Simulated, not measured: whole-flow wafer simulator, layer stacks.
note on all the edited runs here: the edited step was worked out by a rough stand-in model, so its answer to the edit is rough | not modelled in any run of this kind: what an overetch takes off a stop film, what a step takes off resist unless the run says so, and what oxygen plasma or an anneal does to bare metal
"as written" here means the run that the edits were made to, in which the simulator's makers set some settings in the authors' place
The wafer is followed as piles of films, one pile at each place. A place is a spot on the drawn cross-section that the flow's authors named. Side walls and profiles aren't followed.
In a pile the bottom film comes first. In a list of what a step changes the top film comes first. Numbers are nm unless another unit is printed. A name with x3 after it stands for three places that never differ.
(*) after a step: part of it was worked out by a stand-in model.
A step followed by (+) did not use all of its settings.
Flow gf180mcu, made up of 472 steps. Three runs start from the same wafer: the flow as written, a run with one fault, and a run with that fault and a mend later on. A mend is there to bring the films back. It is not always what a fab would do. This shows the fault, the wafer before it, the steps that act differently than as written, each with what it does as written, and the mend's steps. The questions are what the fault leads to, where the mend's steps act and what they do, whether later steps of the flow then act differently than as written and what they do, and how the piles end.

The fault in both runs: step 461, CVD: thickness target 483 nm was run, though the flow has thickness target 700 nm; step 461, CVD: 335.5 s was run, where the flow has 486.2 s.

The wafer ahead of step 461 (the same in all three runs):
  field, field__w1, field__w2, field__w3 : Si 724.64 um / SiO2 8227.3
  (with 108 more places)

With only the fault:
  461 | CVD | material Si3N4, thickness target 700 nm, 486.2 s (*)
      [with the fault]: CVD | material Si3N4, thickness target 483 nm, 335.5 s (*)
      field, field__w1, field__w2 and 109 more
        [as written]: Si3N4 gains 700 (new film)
        [with the fault]: Si3N4 gains 483 (new film)
  Later steps of the flow acting differently than as written (4 other steps are not shown; they differ only slightly, by no more than 2% or 0.5 nm, whichever is larger):
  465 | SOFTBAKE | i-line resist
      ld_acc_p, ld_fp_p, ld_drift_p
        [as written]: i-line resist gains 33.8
        [with the fault]: i-line resist gains 32.7
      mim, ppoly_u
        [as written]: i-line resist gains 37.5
        [with the fault]: i-line resist gains 36.5
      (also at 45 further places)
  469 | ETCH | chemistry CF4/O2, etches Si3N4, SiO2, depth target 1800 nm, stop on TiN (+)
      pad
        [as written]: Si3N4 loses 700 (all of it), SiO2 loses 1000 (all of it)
        [with the fault]: Si3N4 loses 483 (all of it), SiO2 loses 1000 (all of it)
  At field, field__w1, field__w2 and 108 more, the piles at the end differ from the flow's by more than 2% or 0.5 nm, whichever is larger.
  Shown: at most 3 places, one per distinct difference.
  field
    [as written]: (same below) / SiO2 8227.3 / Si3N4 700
    [with the fault]: (same below) / SiO2 8227.3 / Si3N4 483
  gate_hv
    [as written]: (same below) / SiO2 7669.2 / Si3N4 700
    [with the fault]: (same below) / SiO2 7669.2 / Si3N4 483
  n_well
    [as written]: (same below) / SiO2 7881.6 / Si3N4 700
    [with the fault]: (same below) / SiO2 7881.6 / Si3N4 483

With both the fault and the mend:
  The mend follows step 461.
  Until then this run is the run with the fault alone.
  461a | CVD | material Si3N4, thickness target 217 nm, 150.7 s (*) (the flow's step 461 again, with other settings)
      field, field__w1, field__w2 and 109 more
        Si3N4 gains 217.1
  Later steps of the flow that are run all act as written at every place that is followed, up to a difference of at most 2% or 0.5 nm, whichever is larger.
  At the end the piles are close to the flow's at the places that both follow, differing by at most 2% or 0.5 nm, whichever is larger.
